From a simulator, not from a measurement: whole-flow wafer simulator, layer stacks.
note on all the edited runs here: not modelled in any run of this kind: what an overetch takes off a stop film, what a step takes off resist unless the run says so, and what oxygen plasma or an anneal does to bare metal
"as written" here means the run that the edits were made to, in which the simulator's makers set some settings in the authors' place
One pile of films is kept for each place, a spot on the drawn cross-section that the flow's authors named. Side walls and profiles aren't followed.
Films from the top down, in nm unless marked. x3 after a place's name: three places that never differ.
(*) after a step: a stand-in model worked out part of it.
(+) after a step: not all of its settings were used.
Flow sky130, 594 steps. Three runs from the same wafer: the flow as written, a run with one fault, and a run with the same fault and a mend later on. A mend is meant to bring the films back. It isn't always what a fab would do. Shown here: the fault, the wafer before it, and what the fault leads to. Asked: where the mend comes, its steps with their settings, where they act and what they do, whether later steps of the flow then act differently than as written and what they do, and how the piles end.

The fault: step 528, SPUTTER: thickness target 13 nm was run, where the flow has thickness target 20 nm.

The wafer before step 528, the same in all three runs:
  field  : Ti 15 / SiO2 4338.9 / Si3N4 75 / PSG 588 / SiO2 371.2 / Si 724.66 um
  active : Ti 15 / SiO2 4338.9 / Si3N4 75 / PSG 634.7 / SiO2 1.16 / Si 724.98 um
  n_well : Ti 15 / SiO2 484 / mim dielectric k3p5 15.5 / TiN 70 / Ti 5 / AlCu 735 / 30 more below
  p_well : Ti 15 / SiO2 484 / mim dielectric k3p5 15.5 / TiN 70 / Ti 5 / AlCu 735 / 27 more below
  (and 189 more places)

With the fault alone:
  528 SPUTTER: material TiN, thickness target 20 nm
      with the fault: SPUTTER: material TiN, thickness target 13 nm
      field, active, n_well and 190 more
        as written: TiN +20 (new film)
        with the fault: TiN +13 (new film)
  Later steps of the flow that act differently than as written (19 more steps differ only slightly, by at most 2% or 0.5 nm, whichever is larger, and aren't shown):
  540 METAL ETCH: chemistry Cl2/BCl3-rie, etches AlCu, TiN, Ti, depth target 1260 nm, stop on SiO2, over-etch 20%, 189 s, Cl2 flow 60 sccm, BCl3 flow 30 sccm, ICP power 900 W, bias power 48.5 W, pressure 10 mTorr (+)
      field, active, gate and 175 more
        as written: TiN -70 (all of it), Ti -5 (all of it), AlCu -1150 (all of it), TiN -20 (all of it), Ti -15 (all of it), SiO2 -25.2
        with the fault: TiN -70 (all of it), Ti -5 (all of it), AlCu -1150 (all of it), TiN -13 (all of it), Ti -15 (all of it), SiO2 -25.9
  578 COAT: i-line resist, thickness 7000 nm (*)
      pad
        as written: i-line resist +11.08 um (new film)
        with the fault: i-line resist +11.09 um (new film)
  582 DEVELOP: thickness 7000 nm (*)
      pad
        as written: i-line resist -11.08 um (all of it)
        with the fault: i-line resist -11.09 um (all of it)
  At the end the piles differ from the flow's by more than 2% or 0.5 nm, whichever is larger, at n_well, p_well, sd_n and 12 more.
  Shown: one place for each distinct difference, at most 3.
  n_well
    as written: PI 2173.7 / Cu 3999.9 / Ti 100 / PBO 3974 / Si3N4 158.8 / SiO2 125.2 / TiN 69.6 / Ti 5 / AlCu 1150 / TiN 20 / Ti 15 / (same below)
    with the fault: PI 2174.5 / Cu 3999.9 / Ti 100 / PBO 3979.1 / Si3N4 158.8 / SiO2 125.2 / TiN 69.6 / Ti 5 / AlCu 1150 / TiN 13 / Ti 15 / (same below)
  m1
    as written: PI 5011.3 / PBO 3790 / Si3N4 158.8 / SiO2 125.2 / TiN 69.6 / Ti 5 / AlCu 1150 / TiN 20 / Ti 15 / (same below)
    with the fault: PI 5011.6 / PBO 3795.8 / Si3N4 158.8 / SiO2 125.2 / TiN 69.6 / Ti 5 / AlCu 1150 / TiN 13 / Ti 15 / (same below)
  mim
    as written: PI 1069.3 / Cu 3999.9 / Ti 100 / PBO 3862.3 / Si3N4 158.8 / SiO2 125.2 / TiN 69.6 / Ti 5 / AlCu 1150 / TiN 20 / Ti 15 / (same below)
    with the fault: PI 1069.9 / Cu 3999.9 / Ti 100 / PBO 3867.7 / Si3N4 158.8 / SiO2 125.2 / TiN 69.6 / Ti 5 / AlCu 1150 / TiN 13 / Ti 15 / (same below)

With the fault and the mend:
  The mend comes after step 528.
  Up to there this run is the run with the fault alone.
  528a SPUTTER: material TiN, thickness target 7 nm (the flow's step 528 once more, with other settings)
      field, active, n_well and 190 more
        TiN +7
  No later step of the flow acts differently than as written at any place that is followed.
  At the end the piles are the same as the flow's at every place that both follow.
